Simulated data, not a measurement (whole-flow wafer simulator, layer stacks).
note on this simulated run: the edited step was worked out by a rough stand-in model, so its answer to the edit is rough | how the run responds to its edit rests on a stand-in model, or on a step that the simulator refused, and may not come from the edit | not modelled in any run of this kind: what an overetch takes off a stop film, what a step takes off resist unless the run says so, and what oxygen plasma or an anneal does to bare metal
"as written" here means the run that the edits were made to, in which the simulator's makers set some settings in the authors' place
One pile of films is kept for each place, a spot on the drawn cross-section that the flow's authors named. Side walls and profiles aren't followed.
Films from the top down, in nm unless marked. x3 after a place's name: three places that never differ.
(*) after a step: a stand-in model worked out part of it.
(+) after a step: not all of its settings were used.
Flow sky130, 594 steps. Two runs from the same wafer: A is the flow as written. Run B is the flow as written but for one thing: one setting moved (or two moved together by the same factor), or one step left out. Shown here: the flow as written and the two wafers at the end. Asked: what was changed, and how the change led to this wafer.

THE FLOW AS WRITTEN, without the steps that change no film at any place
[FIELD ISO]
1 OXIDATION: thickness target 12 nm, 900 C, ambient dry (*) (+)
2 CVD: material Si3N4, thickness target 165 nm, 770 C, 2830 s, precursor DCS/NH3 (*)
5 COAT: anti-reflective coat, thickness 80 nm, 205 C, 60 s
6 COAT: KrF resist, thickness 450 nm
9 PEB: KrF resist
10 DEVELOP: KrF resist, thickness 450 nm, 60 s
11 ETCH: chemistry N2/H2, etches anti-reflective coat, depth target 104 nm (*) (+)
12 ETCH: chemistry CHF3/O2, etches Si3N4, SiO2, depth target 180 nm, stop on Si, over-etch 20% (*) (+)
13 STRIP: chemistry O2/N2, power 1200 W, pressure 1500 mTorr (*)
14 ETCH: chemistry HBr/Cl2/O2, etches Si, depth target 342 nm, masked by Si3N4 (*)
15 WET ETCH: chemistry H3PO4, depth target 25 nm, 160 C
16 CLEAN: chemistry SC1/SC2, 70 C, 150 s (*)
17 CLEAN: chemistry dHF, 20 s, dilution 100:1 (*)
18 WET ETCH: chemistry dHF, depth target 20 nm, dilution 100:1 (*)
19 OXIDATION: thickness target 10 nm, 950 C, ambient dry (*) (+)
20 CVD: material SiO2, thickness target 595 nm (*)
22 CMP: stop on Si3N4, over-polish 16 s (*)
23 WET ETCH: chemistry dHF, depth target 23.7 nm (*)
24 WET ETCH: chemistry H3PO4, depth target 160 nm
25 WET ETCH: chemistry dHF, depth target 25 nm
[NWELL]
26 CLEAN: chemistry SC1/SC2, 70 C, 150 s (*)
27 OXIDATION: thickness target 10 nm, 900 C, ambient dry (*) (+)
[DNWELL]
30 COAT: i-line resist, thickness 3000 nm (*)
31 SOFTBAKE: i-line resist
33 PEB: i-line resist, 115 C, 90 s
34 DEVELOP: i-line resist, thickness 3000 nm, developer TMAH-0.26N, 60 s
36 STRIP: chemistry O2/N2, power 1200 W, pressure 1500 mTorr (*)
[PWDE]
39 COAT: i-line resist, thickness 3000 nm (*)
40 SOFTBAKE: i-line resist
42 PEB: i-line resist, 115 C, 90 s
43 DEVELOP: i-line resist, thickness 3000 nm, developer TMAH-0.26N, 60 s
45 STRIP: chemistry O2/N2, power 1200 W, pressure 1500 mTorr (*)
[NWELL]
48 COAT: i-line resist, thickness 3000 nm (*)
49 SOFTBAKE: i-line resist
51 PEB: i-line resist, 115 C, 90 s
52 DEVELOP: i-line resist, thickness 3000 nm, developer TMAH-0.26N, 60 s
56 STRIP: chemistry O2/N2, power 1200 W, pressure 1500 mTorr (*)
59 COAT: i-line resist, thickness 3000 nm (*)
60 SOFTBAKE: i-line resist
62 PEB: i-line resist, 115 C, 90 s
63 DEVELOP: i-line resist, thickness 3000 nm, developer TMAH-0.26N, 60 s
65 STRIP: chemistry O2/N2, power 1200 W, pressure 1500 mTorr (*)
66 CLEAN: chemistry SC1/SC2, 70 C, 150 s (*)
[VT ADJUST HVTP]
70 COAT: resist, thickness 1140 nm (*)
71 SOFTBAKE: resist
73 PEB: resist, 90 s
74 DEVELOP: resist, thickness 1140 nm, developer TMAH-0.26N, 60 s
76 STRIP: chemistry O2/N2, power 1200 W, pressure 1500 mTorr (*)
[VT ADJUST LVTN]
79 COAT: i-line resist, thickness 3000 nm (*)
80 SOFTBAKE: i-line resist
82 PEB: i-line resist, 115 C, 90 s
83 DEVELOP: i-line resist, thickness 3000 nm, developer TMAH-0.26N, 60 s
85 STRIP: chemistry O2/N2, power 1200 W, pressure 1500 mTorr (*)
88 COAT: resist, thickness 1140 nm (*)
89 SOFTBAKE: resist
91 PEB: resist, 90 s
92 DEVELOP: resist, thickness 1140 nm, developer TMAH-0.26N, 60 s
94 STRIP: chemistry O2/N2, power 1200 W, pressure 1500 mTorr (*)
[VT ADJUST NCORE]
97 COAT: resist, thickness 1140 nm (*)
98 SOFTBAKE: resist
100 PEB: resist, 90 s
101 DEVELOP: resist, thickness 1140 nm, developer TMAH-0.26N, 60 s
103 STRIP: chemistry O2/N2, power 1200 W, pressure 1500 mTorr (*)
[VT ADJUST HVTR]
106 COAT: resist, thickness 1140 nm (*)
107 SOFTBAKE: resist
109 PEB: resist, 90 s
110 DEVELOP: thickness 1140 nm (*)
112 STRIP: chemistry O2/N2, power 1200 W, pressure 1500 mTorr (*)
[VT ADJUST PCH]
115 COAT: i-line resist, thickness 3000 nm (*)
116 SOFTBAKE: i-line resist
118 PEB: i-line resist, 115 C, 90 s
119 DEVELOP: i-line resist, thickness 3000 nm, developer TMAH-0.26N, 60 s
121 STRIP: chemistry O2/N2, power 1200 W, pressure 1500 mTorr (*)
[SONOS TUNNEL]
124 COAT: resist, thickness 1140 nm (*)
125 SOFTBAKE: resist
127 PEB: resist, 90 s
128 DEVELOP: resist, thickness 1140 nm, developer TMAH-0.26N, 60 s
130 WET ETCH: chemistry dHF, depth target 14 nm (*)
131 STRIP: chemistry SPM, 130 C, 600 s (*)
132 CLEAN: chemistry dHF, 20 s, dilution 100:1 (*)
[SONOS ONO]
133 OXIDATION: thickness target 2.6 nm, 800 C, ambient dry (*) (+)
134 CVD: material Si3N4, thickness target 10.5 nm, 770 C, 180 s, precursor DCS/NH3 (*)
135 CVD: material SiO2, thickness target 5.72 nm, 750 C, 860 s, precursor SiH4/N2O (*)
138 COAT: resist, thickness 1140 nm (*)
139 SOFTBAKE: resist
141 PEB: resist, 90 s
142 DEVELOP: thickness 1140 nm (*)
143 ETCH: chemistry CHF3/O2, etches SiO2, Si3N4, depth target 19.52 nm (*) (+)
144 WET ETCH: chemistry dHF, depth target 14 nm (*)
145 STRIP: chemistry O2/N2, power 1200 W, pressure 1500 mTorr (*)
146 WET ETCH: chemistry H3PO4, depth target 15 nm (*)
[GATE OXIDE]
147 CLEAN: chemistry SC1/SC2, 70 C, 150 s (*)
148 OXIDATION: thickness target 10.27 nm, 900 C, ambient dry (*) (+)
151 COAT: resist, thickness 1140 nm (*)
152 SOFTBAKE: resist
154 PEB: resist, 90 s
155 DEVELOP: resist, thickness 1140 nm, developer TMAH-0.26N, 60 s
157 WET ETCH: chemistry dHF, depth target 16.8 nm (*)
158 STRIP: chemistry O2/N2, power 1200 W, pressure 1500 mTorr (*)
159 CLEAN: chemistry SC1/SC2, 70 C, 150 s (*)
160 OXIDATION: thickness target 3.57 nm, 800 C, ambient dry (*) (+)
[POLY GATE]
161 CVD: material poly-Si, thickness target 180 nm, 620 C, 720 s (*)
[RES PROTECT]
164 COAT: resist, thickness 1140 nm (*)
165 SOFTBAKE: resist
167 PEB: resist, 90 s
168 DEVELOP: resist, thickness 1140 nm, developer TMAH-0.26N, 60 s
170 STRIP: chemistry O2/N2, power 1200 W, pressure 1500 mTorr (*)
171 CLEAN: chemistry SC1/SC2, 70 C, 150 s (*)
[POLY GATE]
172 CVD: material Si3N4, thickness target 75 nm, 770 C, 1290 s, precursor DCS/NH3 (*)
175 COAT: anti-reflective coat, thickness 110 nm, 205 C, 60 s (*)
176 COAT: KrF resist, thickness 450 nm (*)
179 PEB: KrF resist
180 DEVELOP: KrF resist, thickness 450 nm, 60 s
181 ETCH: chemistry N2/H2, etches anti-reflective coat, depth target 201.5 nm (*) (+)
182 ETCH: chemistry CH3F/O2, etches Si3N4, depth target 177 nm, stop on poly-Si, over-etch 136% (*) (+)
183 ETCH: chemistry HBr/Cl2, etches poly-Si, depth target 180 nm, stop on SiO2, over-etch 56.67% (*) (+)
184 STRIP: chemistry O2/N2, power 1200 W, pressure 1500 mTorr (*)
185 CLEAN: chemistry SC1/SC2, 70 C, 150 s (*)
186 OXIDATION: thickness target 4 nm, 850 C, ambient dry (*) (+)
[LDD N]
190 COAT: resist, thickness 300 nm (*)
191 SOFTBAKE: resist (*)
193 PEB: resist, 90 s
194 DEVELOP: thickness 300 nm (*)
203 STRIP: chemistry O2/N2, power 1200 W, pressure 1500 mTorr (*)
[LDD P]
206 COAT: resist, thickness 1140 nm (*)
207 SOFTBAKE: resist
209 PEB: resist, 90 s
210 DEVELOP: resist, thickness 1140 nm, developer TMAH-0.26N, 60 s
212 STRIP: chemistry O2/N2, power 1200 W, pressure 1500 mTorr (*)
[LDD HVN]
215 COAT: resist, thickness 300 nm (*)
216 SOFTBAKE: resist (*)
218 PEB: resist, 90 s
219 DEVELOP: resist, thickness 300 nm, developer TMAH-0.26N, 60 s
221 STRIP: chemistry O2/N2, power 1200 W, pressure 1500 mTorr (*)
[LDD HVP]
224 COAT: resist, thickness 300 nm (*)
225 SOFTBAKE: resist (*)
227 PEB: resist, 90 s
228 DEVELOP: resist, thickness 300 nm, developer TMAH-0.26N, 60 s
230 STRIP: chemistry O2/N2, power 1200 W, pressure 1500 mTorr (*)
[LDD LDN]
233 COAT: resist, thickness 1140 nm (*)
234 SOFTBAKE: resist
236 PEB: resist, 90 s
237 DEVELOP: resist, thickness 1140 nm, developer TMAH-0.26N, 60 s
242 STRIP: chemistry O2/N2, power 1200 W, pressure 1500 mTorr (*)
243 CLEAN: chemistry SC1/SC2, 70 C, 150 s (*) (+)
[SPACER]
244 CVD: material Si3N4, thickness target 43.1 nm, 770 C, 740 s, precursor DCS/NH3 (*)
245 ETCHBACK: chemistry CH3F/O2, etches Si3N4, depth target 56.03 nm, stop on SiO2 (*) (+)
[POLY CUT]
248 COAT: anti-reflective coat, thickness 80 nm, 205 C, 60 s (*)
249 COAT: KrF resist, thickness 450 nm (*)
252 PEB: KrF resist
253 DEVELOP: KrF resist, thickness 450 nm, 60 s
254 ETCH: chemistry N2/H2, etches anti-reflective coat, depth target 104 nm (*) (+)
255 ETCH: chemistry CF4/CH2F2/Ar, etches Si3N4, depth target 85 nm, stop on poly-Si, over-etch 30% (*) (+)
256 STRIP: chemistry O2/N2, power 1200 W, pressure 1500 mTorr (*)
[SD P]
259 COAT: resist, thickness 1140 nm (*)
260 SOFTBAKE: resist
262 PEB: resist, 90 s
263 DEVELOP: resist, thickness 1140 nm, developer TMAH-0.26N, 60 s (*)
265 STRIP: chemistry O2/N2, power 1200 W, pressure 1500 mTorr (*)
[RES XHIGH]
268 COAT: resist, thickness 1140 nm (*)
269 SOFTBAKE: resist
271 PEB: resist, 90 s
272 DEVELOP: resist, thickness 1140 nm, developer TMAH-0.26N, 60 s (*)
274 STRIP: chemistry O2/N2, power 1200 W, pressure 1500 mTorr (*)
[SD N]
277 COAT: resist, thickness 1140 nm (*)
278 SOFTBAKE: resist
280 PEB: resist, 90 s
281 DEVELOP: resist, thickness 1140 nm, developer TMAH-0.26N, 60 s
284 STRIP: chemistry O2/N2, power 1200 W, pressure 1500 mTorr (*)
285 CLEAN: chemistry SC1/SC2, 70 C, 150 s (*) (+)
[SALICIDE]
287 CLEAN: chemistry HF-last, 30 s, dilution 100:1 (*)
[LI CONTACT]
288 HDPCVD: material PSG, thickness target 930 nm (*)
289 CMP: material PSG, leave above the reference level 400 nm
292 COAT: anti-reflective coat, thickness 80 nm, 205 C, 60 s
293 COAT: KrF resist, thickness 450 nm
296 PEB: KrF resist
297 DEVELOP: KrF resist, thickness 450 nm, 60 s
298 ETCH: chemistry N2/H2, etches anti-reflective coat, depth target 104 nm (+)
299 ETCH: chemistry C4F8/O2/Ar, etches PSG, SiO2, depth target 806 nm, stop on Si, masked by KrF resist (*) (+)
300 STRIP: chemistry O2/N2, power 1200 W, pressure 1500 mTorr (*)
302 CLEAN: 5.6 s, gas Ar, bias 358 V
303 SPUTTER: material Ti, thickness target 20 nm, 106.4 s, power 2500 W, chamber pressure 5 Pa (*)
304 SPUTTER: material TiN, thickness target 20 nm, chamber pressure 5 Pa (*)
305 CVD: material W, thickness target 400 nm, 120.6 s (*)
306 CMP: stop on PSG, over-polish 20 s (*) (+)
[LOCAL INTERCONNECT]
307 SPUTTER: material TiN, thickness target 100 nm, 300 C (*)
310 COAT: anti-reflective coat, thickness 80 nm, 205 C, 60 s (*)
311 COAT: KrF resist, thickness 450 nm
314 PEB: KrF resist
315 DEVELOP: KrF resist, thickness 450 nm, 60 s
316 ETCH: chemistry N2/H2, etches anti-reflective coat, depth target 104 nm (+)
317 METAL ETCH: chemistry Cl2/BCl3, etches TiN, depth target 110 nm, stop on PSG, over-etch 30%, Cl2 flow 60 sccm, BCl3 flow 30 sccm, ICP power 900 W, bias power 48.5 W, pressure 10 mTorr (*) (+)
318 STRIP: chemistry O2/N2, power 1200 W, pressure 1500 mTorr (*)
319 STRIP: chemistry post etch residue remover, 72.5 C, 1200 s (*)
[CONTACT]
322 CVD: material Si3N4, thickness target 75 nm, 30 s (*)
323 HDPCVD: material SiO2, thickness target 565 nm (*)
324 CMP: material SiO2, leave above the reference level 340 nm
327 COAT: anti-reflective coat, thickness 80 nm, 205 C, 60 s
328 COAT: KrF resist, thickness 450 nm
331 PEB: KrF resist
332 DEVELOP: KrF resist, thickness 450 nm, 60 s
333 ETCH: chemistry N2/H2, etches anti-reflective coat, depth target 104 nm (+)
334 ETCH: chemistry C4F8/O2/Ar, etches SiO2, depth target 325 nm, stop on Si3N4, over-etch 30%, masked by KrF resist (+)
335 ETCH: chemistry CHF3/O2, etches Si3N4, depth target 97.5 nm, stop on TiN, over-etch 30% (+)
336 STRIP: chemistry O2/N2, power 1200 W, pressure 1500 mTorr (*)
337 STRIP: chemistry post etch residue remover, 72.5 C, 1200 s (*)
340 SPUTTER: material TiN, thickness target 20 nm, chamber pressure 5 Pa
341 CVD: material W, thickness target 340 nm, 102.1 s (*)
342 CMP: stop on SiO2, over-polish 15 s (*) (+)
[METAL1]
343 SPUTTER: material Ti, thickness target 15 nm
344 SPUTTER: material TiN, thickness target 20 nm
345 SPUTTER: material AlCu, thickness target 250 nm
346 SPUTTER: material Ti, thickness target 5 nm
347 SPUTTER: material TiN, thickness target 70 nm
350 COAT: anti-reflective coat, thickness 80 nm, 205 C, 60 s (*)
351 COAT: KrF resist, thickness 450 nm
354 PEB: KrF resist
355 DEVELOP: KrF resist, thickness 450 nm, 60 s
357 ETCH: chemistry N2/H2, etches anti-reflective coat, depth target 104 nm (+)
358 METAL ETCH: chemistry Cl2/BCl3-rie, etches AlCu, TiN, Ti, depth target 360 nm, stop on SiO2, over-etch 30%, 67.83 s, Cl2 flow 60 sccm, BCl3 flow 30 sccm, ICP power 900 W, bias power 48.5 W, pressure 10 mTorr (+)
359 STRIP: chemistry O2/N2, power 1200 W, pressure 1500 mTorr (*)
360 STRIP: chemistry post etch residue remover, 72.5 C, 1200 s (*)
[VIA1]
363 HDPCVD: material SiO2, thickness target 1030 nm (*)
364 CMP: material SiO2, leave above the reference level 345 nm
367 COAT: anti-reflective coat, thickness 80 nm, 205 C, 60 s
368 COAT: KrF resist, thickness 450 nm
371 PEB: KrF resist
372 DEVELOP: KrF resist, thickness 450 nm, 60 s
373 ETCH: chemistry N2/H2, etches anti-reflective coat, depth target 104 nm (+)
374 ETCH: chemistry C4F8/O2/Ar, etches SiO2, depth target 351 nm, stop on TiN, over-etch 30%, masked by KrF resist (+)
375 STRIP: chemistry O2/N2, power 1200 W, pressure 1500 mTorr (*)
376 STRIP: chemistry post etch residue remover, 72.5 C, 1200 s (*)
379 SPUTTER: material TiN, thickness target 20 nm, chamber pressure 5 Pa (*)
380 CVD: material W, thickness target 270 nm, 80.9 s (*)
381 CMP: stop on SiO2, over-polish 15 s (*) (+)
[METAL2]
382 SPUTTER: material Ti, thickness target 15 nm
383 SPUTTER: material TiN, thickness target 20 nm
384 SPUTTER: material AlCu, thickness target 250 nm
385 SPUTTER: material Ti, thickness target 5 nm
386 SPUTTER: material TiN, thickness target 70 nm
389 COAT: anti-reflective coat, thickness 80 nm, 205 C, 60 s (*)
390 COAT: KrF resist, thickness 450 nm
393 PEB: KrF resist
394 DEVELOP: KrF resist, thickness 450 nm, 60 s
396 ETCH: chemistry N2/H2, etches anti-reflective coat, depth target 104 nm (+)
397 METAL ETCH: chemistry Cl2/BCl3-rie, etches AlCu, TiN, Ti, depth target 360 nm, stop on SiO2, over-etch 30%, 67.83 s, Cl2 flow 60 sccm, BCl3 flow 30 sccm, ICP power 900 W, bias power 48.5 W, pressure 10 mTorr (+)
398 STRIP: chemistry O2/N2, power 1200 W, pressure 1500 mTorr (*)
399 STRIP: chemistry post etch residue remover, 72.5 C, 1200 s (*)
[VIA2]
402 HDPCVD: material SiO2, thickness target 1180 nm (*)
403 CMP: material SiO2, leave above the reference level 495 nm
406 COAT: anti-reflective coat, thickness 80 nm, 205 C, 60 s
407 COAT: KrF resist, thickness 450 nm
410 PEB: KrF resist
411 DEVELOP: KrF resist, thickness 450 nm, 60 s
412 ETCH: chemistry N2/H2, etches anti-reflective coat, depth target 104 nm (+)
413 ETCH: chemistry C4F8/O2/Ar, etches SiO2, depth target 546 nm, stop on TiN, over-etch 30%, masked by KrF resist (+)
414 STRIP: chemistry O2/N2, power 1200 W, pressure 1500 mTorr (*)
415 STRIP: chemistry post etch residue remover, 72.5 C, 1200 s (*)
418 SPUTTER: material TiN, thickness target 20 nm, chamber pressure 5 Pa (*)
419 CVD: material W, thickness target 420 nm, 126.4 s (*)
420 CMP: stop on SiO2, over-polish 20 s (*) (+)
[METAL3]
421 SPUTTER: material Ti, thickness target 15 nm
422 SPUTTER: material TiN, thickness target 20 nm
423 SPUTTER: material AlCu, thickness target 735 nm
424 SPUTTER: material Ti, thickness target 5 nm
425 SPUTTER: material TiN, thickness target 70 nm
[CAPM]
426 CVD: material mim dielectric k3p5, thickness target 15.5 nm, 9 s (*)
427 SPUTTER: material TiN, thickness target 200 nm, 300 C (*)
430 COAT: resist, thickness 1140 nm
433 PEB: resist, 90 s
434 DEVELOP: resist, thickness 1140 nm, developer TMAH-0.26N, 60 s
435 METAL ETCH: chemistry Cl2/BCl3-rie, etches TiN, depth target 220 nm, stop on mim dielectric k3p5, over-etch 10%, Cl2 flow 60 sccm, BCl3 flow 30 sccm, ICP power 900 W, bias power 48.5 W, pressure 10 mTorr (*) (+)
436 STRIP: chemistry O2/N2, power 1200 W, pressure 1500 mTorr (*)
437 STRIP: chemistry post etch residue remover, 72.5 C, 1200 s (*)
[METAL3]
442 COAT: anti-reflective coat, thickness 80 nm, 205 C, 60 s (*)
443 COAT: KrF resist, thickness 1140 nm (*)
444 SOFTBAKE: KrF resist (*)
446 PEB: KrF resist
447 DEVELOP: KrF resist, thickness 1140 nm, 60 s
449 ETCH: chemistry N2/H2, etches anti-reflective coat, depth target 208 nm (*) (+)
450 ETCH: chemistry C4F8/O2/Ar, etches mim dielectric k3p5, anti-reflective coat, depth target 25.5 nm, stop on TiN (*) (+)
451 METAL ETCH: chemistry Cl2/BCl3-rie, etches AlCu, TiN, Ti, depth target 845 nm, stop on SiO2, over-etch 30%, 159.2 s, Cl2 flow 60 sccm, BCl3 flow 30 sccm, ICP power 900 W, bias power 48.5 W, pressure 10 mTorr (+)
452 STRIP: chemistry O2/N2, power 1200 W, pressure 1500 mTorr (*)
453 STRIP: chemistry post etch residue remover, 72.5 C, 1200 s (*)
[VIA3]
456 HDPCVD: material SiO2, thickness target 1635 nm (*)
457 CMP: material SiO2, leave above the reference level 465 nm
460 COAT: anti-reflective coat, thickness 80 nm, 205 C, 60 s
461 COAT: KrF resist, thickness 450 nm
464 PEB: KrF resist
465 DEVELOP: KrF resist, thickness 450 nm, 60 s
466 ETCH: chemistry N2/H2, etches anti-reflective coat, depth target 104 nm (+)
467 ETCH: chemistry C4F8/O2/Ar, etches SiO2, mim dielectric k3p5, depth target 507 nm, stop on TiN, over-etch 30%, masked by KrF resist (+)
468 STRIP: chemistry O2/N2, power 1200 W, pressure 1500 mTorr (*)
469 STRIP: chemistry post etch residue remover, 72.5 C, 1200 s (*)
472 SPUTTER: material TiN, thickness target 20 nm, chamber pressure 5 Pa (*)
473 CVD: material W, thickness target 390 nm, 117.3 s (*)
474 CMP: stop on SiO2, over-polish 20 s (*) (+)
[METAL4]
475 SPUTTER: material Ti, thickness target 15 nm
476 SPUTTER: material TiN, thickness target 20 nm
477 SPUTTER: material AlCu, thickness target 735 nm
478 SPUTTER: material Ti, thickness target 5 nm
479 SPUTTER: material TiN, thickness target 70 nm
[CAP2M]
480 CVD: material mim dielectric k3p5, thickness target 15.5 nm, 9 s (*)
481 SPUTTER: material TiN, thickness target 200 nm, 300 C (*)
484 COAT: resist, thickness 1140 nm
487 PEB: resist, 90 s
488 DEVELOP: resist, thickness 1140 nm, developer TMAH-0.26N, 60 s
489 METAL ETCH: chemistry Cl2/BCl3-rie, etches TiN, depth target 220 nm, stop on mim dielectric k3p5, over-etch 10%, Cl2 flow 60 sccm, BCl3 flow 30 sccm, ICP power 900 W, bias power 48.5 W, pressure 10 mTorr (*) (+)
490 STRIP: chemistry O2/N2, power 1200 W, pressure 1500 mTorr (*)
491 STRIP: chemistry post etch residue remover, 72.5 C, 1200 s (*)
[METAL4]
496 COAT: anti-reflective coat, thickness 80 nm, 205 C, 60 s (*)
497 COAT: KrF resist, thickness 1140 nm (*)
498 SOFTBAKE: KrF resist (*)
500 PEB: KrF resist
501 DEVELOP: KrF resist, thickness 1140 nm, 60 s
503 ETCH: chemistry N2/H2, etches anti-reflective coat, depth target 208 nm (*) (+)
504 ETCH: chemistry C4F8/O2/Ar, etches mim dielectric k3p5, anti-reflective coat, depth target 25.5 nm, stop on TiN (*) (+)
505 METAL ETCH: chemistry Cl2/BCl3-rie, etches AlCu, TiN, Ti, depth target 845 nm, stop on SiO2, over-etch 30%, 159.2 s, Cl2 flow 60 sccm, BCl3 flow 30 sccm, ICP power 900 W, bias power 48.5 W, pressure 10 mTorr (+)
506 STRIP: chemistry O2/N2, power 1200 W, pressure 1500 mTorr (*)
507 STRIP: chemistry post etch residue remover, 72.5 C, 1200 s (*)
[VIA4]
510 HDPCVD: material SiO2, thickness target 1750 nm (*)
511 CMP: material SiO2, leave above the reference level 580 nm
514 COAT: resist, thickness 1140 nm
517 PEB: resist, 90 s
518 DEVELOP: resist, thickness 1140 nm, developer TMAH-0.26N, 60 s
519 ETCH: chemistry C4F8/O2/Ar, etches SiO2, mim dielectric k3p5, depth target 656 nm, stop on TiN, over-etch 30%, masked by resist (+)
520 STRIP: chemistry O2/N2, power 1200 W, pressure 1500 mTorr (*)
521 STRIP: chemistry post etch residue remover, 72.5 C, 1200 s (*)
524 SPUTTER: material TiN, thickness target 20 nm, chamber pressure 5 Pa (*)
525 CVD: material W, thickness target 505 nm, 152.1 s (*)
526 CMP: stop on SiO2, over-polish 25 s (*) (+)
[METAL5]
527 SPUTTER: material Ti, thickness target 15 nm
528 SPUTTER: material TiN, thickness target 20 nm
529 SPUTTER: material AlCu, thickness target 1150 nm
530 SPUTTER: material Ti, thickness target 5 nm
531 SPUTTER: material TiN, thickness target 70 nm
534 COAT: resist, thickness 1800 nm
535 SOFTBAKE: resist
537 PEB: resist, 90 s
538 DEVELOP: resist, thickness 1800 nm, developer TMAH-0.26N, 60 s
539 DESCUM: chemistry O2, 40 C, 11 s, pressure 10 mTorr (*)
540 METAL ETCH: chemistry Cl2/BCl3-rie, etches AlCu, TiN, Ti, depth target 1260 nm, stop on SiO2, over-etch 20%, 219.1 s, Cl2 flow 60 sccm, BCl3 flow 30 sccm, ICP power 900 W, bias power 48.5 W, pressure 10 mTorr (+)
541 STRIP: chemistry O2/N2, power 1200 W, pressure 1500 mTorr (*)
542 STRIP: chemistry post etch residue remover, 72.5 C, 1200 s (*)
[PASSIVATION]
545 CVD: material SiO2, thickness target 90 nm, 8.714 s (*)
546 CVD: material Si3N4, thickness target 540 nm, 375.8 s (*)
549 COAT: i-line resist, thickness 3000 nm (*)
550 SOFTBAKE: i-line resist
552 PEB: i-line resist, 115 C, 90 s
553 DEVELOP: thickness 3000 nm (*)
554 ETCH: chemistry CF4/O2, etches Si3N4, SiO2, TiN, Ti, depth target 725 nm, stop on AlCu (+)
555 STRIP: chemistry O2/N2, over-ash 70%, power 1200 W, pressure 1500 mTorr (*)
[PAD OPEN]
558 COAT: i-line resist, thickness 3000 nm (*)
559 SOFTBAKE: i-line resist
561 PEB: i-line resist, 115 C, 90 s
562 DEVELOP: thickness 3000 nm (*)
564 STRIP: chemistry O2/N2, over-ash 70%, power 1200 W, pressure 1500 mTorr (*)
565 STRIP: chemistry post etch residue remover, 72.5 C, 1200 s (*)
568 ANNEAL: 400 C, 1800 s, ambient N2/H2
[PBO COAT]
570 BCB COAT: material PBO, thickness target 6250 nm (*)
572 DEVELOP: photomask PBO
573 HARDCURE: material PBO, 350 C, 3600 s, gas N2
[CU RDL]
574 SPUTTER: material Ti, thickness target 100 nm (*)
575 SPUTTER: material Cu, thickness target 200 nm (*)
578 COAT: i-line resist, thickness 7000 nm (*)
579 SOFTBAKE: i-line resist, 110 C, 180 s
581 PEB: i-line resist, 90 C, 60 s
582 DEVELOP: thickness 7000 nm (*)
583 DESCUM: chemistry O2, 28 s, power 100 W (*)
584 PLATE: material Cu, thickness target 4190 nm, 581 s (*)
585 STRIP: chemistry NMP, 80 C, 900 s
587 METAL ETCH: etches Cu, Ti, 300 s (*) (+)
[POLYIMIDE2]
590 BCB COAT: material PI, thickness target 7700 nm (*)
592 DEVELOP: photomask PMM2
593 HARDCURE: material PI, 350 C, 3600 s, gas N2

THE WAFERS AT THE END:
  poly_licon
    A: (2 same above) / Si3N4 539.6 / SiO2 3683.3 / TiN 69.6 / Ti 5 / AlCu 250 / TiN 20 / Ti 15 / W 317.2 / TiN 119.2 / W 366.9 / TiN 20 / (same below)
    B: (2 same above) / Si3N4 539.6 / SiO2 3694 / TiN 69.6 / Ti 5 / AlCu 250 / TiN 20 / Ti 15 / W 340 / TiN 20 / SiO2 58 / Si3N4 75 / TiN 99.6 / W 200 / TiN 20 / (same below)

The cause: step 305, CVD: thickness target 200 nm was run, where the flow has thickness target 400 nm.

How the change led to this, step by step:
  305 CVD: material W, thickness target 400 nm, 120.6 s (*)
      field, active, n_well and 185 more: A W +400 (new film) | B W +200 (new film)
      ndiff_licon: A W +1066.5 (new film) | B W +866.5 (new film)
      (and at 2 more places)
  306 CMP: stop on PSG, over-polish 20 s (*) (+)
      poly_licon: A W -33.1 | B nothing
      field, active, n_well and 184 more: A W -400 (all of it), TiN -20 (all of it), Ti -20 (all of it), PSG -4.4 | B W -200 (all of it), TiN -20 (all of it), Ti -20 (all of it), PSG -4.4
      (and at 3 more places)
  310 COAT: anti-reflective coat, thickness 80 nm, 205 C, 60 s (*)
      poly_licon: A anti-reflective coat +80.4 (new film) | B anti-reflective coat +247.3 (new film)
  318 STRIP: chemistry O2/N2, power 1200 W, pressure 1500 mTorr (*)
      poly_licon: A KrF resist -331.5 (all of it), anti-reflective coat -80.4 (all of it) | B KrF resist -331.5 (all of it), anti-reflective coat -247.3 (all of it)
  324 CMP: material SiO2, leave above the reference level 340 nm
      poly_licon: A SiO2 -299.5 | B SiO2 -132.6
  334 ETCH: chemistry C4F8/O2/Ar, etches SiO2, depth target 325 nm, stop on Si3N4, over-etch 30%, masked by KrF resist (+)
      poly_licon: A SiO2 -264.9 (all of it) | B SiO2 -325
  335 ETCH: chemistry CHF3/O2, etches Si3N4, depth target 97.5 nm, stop on TiN, over-etch 30% (+)
      poly_licon: A Si3N4 -75 (all of it) | B SiO2 -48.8
  340 SPUTTER: material TiN, thickness target 20 nm, chamber pressure 5 Pa
      poly_licon: A TiN +20 | B TiN +20 (new film)
  342 CMP: stop on SiO2, over-polish 15 s (*) (+)
      poly_licon: A W -22.8 | B nothing
  350 COAT: anti-reflective coat, thickness 80 nm, 205 C, 60 s (*)
      poly_licon: A anti-reflective coat +80.4 (new film) | B anti-reflective coat +91.1 (new film)
  359 STRIP: chemistry O2/N2, power 1200 W, pressure 1500 mTorr (*)
      poly_licon: A KrF resist -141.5 (all of it), anti-reflective coat -80.4 (all of it) | B KrF resist -141.5 (all of it), anti-reflective coat -91.1 (all of it)
Counting metal films that touch as one body, poly_licon has 3 bodies (between them, from the top down: SiO2 58 / Si3N4 75; void 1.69); the flow as written gives 2 bodies (between them, from the top down: void 1.69).
